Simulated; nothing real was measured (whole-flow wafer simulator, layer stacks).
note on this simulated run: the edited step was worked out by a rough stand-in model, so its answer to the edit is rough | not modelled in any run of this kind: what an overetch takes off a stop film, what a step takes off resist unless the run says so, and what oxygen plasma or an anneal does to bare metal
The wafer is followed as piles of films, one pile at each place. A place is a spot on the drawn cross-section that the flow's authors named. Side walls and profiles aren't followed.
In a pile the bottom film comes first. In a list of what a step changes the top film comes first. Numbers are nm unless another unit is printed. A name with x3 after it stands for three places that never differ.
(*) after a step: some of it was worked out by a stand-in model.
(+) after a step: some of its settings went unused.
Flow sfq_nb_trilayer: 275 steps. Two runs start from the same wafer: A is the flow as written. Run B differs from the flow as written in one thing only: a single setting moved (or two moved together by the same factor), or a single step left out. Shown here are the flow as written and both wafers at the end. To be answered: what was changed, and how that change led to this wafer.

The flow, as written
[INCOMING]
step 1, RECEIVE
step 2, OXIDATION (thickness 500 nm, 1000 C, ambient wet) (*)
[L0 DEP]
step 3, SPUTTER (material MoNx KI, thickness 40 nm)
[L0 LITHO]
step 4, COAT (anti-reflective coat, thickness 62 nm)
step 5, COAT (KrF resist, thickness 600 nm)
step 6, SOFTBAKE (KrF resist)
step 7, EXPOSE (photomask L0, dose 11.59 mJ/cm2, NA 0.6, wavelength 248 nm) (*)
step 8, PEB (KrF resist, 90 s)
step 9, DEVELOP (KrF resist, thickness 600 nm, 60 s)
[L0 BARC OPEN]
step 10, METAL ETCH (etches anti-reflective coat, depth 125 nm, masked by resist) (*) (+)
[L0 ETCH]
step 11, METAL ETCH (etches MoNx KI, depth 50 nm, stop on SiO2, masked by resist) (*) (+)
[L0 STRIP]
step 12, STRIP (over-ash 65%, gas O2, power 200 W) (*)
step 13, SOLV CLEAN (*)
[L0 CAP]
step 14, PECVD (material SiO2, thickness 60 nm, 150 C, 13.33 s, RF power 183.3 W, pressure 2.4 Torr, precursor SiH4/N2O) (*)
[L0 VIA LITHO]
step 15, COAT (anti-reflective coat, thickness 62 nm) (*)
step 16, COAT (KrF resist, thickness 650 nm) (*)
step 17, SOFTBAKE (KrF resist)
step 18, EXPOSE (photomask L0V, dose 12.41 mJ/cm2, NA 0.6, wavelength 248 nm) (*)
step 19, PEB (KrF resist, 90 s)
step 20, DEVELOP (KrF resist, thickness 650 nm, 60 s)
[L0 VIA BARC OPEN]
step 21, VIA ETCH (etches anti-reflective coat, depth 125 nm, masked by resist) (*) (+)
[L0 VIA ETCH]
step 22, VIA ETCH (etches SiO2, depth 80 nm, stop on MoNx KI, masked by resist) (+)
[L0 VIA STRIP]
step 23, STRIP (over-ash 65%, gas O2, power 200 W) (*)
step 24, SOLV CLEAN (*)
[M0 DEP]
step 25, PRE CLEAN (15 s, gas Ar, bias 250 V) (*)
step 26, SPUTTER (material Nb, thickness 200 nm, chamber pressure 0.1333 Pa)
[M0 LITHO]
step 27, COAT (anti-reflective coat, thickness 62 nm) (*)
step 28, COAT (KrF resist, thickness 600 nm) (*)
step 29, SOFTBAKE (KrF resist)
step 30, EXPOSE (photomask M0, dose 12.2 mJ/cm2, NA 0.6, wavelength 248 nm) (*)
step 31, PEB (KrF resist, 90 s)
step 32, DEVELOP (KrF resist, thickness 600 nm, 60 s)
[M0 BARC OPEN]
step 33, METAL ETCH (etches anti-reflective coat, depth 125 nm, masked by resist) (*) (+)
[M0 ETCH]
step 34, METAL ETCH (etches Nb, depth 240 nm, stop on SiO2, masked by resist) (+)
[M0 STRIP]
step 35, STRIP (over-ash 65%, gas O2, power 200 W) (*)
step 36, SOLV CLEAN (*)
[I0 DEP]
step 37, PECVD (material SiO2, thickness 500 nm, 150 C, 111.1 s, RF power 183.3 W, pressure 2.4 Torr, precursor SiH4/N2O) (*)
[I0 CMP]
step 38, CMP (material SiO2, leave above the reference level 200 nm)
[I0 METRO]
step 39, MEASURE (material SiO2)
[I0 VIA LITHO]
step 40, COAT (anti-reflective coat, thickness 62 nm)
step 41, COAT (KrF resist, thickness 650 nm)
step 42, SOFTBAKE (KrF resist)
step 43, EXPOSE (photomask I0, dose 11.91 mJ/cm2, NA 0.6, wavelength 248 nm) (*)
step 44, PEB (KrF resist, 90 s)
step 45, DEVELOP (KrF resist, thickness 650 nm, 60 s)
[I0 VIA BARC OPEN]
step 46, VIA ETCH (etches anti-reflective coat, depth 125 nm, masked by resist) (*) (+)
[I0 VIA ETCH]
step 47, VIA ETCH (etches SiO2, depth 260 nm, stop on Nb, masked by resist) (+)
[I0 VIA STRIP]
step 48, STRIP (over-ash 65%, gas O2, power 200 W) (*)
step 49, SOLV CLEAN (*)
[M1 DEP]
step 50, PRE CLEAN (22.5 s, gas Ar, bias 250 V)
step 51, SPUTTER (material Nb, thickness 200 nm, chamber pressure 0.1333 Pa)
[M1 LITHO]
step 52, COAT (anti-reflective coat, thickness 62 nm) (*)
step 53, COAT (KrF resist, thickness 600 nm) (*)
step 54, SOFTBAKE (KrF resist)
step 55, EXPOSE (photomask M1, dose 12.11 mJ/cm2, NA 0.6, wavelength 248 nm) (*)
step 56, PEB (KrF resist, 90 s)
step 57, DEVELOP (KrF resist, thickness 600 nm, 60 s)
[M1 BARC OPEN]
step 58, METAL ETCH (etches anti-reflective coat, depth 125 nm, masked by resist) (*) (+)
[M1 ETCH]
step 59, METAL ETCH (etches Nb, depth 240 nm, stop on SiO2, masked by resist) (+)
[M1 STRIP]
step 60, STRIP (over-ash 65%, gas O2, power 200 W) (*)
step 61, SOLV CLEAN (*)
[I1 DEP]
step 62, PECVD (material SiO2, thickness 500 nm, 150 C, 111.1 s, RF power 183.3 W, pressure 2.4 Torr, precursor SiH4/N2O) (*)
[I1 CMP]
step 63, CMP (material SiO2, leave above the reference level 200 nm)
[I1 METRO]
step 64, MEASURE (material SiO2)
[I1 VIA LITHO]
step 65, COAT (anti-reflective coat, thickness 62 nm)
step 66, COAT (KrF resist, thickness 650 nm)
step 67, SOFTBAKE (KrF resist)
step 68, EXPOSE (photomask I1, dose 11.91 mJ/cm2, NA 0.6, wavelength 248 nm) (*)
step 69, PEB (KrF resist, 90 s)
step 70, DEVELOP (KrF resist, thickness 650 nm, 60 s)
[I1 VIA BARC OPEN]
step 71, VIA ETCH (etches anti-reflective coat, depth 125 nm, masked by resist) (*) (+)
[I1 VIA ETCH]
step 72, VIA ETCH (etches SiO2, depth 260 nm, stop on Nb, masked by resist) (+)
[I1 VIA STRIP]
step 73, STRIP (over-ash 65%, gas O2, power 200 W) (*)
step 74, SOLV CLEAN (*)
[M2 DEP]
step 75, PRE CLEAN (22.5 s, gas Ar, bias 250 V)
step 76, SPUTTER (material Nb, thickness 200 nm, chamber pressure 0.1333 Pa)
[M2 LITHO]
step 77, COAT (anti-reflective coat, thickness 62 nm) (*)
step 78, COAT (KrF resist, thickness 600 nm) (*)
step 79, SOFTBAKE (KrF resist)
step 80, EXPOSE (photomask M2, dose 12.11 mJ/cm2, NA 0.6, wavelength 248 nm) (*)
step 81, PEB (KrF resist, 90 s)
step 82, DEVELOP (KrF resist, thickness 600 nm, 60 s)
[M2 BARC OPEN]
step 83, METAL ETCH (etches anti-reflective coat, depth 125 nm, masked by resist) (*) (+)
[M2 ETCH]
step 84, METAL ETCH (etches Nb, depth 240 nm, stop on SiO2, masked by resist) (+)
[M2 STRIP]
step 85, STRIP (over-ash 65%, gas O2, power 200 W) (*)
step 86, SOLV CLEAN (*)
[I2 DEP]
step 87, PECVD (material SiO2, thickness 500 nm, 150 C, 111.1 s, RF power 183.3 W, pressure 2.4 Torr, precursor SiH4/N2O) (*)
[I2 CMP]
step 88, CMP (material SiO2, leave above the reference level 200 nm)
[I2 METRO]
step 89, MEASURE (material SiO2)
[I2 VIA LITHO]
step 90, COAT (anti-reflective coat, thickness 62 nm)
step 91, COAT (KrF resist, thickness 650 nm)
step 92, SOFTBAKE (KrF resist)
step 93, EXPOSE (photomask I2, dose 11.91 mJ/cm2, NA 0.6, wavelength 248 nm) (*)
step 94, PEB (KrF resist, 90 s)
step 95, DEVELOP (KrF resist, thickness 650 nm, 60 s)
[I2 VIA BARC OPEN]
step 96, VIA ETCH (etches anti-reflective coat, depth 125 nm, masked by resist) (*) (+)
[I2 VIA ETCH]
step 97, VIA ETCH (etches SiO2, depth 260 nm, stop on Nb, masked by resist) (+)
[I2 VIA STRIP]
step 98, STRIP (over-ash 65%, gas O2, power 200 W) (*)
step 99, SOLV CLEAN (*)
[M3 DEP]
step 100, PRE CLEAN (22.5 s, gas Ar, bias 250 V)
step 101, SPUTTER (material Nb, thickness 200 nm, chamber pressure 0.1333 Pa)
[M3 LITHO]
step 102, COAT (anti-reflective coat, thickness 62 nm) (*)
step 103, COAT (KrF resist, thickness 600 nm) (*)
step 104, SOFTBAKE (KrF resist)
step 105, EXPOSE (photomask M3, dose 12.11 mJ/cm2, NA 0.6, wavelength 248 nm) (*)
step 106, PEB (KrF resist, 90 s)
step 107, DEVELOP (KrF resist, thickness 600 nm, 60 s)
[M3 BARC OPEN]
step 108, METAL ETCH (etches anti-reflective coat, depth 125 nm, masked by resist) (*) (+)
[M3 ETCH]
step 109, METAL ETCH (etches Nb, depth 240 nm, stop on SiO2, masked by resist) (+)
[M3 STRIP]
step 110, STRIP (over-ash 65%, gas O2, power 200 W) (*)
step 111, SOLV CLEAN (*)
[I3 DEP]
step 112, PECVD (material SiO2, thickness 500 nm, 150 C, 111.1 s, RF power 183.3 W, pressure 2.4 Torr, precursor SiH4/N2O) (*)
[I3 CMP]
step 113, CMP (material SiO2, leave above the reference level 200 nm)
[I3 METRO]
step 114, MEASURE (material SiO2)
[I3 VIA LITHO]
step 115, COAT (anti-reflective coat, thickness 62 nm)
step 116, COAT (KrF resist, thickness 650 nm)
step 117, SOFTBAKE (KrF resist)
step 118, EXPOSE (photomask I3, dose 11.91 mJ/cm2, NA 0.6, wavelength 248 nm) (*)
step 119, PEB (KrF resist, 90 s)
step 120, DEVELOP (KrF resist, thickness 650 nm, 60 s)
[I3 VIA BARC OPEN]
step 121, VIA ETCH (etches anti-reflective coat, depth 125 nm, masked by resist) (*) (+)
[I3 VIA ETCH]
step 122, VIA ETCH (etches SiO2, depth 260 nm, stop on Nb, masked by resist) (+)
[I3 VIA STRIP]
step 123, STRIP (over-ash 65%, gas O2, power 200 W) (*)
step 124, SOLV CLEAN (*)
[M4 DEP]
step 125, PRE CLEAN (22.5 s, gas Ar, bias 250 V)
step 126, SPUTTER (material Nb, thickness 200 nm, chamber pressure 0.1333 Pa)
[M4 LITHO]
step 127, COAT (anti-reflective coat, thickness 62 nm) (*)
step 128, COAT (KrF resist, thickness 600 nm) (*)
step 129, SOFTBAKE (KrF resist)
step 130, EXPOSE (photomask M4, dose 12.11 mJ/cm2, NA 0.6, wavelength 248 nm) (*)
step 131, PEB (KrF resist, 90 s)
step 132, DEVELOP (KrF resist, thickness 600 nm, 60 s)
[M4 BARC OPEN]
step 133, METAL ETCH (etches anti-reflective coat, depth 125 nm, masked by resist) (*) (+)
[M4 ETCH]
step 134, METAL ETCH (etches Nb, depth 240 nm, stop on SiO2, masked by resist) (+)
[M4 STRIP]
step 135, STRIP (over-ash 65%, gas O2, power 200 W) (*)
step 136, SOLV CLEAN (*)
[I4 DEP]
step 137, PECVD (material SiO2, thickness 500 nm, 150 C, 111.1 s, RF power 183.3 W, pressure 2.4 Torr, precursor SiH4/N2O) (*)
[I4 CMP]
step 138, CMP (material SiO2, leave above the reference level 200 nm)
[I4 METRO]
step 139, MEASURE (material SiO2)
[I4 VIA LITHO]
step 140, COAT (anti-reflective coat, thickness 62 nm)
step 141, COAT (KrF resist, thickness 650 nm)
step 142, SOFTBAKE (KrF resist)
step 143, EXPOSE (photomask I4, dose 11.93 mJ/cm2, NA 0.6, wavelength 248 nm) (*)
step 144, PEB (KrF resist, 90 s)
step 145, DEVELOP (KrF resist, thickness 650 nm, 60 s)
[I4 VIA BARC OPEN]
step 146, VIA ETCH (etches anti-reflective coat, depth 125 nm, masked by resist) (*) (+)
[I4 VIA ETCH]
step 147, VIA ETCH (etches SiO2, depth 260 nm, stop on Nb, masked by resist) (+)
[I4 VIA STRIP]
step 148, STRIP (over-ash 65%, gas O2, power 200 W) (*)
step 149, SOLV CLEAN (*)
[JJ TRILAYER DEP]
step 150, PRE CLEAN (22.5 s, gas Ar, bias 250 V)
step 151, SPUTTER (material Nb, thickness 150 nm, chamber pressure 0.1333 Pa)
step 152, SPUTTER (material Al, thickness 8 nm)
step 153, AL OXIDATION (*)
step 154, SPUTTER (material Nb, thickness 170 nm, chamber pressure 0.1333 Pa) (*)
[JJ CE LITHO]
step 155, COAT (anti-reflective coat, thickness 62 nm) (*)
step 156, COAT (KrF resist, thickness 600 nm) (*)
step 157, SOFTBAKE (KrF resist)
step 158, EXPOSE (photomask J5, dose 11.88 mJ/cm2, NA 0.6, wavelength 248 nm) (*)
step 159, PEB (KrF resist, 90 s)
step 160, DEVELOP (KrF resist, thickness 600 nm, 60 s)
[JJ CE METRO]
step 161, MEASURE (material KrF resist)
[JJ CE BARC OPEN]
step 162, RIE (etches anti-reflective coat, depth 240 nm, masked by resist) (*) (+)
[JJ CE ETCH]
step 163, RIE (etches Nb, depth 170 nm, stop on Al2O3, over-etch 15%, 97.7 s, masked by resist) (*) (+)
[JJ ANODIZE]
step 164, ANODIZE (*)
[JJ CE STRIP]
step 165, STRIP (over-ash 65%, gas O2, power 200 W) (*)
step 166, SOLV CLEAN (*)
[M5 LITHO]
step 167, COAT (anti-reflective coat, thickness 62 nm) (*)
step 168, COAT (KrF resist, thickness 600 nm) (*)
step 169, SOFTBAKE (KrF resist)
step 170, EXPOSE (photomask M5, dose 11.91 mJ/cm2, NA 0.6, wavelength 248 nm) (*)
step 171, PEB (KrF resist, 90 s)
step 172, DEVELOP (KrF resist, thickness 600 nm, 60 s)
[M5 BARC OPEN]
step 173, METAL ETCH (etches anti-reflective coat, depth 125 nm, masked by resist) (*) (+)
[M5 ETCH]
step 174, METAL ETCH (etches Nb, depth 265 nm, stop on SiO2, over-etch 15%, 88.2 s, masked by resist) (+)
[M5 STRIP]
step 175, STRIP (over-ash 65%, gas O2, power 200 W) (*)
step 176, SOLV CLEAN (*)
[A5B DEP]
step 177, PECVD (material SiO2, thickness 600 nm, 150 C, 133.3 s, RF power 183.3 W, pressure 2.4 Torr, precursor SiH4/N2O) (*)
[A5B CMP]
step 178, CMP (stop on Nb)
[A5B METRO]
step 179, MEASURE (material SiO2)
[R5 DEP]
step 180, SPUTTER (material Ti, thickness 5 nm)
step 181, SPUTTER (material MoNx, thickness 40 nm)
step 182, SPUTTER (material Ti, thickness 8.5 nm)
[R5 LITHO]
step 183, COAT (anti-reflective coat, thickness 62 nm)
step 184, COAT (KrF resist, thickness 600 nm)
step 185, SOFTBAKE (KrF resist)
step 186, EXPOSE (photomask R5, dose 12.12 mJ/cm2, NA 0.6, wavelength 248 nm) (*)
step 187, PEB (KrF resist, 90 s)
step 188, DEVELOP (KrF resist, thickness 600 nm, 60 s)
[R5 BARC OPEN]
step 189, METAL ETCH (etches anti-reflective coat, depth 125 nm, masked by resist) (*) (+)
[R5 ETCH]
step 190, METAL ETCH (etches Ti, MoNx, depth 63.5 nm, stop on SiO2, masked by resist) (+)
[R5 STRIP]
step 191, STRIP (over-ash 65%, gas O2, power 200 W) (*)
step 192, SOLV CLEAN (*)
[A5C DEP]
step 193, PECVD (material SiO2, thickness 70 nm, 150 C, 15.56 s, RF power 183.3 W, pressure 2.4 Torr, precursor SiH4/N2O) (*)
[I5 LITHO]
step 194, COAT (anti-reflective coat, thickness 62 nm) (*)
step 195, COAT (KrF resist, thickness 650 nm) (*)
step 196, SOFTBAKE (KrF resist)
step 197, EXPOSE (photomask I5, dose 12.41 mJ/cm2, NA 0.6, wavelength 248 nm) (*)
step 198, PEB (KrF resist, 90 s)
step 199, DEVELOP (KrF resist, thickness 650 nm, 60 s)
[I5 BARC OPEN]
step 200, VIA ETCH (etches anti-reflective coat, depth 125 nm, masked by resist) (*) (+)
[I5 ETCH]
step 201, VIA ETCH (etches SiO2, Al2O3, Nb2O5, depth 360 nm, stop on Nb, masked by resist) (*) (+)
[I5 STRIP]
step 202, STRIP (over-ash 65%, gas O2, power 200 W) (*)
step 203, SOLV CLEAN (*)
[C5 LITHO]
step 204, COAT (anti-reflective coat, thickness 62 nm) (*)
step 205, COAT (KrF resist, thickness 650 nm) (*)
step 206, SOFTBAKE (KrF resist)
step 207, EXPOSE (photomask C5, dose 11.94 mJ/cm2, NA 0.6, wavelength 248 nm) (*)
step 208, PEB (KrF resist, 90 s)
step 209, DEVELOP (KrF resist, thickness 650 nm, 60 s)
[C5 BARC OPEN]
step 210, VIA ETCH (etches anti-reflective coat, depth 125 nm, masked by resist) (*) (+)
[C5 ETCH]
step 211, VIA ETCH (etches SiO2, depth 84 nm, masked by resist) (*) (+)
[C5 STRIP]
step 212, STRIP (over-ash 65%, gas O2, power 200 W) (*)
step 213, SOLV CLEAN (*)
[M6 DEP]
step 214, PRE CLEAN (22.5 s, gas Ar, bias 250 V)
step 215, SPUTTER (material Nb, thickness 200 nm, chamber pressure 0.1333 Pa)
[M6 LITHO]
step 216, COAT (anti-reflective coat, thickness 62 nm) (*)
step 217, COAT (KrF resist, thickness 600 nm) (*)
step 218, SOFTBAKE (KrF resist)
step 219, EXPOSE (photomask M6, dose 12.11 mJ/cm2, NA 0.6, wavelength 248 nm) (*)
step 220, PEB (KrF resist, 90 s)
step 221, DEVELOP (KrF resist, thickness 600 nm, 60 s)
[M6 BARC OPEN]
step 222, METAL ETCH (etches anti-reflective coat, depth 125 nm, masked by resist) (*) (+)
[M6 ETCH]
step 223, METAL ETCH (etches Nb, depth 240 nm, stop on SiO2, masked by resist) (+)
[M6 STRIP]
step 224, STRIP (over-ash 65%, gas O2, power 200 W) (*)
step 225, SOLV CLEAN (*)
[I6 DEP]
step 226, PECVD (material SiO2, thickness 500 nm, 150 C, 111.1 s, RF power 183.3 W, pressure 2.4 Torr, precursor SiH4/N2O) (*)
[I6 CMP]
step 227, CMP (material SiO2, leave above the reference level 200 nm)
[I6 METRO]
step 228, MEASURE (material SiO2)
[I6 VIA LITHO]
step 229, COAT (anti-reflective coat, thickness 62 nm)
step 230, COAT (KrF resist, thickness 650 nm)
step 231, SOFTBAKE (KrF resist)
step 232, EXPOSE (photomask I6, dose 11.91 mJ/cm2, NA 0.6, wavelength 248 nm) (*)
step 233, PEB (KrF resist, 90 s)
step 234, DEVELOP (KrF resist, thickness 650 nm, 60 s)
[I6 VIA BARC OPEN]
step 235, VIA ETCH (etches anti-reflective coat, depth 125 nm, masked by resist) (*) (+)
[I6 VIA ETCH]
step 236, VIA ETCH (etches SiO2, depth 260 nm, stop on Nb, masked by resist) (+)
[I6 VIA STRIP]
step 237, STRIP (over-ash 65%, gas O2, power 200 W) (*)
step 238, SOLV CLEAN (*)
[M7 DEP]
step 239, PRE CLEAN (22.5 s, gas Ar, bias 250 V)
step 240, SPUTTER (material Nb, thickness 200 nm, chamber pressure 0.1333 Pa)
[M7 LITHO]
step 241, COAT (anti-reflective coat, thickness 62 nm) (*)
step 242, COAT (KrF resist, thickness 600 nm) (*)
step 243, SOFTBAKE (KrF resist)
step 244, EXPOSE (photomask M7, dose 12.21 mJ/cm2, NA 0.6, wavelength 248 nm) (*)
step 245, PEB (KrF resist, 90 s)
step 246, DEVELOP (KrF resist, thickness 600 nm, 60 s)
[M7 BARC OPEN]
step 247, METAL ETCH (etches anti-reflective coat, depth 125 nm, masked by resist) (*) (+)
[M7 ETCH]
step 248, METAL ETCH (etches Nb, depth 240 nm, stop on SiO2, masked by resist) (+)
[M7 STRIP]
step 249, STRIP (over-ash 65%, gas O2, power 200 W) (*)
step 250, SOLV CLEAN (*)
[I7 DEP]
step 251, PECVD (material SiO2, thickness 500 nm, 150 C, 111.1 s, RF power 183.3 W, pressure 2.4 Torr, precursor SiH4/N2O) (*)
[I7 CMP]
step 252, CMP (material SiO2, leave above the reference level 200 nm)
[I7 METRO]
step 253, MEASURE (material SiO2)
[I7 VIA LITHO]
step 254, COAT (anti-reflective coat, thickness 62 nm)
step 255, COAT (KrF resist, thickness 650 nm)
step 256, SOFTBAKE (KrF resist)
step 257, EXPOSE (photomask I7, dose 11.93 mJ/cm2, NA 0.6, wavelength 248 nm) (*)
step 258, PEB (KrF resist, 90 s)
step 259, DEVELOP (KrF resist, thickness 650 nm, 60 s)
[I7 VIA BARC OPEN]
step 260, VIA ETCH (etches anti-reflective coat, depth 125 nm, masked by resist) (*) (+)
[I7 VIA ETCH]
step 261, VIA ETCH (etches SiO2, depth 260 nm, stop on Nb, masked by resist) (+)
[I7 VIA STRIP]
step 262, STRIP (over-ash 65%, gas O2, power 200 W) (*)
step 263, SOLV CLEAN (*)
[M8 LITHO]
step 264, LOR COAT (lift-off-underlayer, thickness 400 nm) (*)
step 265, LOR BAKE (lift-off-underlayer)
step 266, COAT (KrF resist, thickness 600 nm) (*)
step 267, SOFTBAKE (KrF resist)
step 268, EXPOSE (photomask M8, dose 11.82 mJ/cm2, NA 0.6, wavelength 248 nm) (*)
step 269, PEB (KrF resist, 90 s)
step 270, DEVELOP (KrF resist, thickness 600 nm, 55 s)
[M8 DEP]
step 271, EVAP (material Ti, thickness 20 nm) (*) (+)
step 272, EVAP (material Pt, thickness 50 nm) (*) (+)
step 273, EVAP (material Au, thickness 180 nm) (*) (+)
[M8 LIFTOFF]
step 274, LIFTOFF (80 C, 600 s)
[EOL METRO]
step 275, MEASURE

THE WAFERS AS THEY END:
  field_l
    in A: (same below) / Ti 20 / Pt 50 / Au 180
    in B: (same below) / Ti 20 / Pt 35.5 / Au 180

The reason: step 272, EVAP: thickness 35.5 nm was run, while the flow as written has thickness 50 nm.
One can read it off the wafer: field_l has Pt 35.5, and step 272 as written asks for 50 nm.

The path from the change to this, step by step:
  step 272, EVAP (material Pt, thickness 50 nm) (*) (+)
      field_l, v_sur, via_wl and 103 more: A Pt gains 50 (new film) | B Pt gains 35.5 (new film)
  step 274, LIFTOFF (80 C, 600 s)
      p4_fl x3, p4_w1 x9, p4_g1 x2 and 60 more: A Au loses 180 (all of it), Pt loses 50 (all of it), Ti loses 20 (all of it), KrF resist loses 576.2 (all of it), lift-off-underlayer loses 400 (all of it) | B Au loses 180 (all of it), Pt loses 35.5 (all of it), Ti loses 20 (all of it), KrF resist loses 576.2 (all of it), lift-off-underlayer loses 400 (all of it)
      c5j, ce_r: A Au loses 180 (all of it), Pt loses 50 (all of it), Ti loses 20 (all of it), KrF resist loses 573.3 (all of it), lift-off-underlayer loses 399.3 (all of it) | B Au loses 180 (all of it), Pt loses 35.5 (all of it), Ti loses 20 (all of it), KrF resist loses 573.3 (all of it), lift-off-underlayer loses 399.3 (all of it)
      (as well as at 19 more places)
